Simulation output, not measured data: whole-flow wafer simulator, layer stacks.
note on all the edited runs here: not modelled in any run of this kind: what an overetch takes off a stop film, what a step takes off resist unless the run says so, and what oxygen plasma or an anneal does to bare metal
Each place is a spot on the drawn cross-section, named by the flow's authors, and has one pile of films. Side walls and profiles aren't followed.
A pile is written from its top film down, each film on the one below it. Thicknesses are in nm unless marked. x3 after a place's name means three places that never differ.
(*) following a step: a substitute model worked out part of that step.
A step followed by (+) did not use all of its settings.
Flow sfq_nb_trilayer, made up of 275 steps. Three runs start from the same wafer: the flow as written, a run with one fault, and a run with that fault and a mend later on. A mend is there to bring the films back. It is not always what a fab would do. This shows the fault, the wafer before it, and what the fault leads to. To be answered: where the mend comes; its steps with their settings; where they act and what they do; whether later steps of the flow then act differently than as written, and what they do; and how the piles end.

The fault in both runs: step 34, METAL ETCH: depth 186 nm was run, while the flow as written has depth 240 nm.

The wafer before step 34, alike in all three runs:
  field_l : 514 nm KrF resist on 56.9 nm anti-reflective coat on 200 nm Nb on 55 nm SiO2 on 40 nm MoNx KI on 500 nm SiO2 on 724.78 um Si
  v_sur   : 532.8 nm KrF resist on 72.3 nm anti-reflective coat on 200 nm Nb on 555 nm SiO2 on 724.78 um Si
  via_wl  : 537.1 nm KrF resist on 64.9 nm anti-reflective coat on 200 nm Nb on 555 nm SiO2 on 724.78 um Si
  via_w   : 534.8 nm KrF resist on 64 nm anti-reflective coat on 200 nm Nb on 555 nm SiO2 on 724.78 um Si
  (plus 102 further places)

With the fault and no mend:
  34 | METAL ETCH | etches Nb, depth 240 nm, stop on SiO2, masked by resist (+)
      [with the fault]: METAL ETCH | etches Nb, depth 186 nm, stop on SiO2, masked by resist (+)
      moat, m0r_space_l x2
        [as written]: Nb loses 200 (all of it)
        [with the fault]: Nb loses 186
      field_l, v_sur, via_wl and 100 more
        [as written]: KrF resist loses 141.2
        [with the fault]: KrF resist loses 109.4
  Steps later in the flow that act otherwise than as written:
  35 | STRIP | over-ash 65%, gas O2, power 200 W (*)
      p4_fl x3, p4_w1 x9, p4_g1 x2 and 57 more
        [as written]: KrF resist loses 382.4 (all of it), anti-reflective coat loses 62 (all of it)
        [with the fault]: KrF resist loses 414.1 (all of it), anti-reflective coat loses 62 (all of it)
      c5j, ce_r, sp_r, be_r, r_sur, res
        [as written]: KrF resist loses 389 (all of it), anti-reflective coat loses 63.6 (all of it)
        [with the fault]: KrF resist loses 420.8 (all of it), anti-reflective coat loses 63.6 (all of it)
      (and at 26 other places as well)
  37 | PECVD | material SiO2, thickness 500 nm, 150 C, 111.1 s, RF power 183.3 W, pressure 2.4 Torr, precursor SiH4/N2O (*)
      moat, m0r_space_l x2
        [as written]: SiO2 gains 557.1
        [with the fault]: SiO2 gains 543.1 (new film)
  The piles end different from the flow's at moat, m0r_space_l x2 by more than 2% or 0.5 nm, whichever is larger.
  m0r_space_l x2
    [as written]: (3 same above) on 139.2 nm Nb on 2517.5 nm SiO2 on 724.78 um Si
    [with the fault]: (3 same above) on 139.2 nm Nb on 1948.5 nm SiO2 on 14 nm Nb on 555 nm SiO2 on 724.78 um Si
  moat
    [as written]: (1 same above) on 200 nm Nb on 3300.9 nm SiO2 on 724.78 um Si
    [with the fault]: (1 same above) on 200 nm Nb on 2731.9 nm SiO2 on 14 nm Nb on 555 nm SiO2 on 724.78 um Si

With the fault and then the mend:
  The mend follows step 34.
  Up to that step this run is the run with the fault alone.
  34a | METAL ETCH | etches Nb, depth 54 nm, stop on SiO2, masked by resist (+) (a further turn of the flow's step 34, with different settings)
      field_l, v_sur, via_wl and 100 more
        KrF resist loses 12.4
      moat, m0r_space_l x2
        Nb loses 14 (all of it)
  Steps later in the flow that act otherwise than as written:
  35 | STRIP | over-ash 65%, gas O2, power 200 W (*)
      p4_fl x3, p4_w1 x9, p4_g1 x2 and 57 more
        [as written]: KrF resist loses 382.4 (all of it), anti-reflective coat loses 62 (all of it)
        [with the mend]: KrF resist loses 401.8 (all of it), anti-reflective coat loses 62 (all of it)
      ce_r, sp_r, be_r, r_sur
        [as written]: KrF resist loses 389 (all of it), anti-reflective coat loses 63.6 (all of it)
        [with the mend]: KrF resist loses 408.4 (all of it), anti-reflective coat loses 63.6 (all of it)
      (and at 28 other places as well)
  The piles end the same as the flow's at every place that both follow.
